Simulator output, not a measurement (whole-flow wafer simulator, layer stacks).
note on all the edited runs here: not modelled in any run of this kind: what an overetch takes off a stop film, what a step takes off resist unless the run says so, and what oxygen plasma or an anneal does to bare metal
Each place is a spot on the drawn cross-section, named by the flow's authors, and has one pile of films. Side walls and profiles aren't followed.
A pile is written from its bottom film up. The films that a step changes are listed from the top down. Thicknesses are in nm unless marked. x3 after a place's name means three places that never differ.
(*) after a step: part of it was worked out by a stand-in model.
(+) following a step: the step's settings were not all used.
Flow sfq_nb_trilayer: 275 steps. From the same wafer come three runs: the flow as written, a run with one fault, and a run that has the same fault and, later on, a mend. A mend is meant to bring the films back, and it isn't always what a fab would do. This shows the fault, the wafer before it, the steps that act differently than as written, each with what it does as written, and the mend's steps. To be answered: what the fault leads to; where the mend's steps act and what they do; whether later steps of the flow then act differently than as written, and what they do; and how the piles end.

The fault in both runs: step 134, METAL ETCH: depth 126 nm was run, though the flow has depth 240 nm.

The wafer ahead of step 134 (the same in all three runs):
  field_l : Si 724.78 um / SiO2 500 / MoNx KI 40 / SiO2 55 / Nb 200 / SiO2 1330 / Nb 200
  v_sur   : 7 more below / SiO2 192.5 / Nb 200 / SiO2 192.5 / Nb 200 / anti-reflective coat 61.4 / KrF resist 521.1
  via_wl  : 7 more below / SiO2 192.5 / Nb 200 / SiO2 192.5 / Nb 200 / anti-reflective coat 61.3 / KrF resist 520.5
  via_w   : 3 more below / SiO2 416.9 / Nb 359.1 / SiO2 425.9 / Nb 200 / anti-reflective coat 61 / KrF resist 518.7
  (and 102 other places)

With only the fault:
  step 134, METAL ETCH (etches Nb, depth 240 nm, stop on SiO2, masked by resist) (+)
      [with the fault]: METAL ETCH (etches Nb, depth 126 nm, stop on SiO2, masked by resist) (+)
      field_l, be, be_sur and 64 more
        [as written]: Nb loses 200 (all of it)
        [with the fault]: Nb loses 126
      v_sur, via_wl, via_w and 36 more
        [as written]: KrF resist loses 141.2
        [with the fault]: KrF resist loses 74.1
  Steps later in the flow that act otherwise than as written:
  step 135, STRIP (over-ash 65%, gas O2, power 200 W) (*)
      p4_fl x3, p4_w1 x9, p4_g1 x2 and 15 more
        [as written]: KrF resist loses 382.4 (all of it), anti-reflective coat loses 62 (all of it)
        [with the fault]: KrF resist loses 449.4 (all of it), anti-reflective coat loses 62 (all of it)
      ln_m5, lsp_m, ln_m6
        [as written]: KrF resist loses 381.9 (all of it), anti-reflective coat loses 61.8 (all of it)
        [with the fault]: KrF resist loses 449 (all of it), anti-reflective coat loses 61.8 (all of it)
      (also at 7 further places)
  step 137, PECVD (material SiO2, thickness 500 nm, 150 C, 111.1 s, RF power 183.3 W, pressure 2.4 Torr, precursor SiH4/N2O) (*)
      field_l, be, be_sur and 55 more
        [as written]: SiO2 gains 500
        [with the fault]: SiO2 gains 500 (new film)
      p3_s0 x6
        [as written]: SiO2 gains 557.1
        [with the fault]: SiO2 gains 500 (new film)
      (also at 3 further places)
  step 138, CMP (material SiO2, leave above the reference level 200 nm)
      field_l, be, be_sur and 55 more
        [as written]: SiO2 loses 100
        [with the fault]: SiO2 loses 174
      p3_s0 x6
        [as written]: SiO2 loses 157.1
        [with the fault]: SiO2 loses 174
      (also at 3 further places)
  By the end, the piles at field_l, be, be_sur and 64 more depart from the flow's by more than 2% or 0.5 nm, whichever is larger.
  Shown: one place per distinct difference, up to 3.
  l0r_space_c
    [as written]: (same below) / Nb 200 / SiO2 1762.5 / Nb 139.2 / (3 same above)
    [with the fault]: (same below) / Nb 200 / SiO2 1370 / Nb 74 / SiO2 318.5 / Nb 139.2 / (3 same above)
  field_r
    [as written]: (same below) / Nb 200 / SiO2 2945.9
    [with the fault]: (same below) / Nb 200 / SiO2 1370 / Nb 74 / SiO2 1501.9
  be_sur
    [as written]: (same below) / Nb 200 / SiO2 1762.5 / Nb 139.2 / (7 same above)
    [with the fault]: (same below) / Nb 200 / SiO2 1370 / Nb 74 / SiO2 318.5 / Nb 139.2 / (7 same above)

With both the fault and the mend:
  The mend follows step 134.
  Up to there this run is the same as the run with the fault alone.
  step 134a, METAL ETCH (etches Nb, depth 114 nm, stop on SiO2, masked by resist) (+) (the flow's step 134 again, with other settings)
      field_l, be, be_sur and 64 more
        Nb loses 74 (all of it)
      v_sur, via_wl, via_w and 36 more
        KrF resist loses 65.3
  None of the later steps of the flow differs from how it acts as written, at any place that is followed, by more than 2% or 0.5 nm, whichever is larger.
  The piles end the same as the flow's at every place that both follow.
